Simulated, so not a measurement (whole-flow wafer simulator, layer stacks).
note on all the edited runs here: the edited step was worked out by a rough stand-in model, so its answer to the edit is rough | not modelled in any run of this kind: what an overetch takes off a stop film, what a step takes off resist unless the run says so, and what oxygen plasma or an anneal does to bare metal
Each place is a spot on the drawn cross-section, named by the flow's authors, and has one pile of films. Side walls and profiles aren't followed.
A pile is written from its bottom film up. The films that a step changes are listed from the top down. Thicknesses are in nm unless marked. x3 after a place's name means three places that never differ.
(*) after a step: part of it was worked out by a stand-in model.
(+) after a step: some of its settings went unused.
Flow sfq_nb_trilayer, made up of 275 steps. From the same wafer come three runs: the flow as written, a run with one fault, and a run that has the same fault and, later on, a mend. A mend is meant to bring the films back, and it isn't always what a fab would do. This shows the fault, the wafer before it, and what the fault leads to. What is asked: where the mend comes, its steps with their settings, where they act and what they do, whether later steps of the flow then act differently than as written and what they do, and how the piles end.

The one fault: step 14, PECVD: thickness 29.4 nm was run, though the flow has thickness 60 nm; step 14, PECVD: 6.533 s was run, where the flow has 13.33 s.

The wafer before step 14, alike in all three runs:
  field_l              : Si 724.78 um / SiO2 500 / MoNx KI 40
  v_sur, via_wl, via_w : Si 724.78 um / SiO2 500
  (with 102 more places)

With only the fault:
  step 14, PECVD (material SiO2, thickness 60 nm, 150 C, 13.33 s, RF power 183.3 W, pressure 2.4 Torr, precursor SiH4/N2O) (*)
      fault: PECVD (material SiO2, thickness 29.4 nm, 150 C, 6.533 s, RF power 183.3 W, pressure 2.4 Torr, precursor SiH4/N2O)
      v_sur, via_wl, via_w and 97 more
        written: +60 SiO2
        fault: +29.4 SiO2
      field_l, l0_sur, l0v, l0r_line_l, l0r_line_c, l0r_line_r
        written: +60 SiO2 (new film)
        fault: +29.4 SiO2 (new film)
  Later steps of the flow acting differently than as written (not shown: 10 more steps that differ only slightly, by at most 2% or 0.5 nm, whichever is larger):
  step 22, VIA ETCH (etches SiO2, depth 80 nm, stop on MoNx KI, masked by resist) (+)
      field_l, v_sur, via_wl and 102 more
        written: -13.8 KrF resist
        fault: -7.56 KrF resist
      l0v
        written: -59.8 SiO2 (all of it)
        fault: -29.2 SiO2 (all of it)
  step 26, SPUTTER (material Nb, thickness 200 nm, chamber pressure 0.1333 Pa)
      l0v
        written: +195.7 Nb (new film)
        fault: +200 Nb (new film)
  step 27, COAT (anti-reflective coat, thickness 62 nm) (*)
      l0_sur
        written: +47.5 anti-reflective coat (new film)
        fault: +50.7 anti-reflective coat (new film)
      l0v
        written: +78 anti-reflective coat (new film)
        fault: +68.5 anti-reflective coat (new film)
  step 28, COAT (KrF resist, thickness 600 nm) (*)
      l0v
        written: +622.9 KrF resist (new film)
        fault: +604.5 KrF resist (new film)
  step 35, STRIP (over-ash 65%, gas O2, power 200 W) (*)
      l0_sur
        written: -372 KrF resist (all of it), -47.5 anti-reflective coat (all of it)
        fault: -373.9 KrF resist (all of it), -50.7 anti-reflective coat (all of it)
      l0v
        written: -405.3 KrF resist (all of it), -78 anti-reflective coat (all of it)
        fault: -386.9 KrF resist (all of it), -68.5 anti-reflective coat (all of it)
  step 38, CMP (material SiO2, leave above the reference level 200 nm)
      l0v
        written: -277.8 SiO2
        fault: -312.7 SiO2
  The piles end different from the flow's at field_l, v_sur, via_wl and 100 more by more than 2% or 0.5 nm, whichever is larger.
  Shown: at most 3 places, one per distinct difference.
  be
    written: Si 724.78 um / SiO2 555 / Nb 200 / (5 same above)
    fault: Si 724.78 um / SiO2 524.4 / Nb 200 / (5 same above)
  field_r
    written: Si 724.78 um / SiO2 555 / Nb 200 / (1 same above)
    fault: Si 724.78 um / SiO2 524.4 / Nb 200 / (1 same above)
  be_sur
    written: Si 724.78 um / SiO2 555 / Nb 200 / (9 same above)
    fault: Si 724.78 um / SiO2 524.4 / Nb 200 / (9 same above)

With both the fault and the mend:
  The mend stands after step 14.
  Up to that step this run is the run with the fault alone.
  step 14a, PECVD (material SiO2, thickness 30.6 nm, 150 C, 6.8 s, RF power 183.3 W, pressure 2.4 Torr, precursor SiH4/N2O) (the flow's step 14, run once more with other settings)
      field_l, v_sur, via_wl and 103 more
        +30.6 SiO2
  Every later step of the flow that is run acts as written, at every place that is followed, to within 2% or 0.5 nm, whichever is larger.
  At every place that both follow, the piles at the end match the flow's.
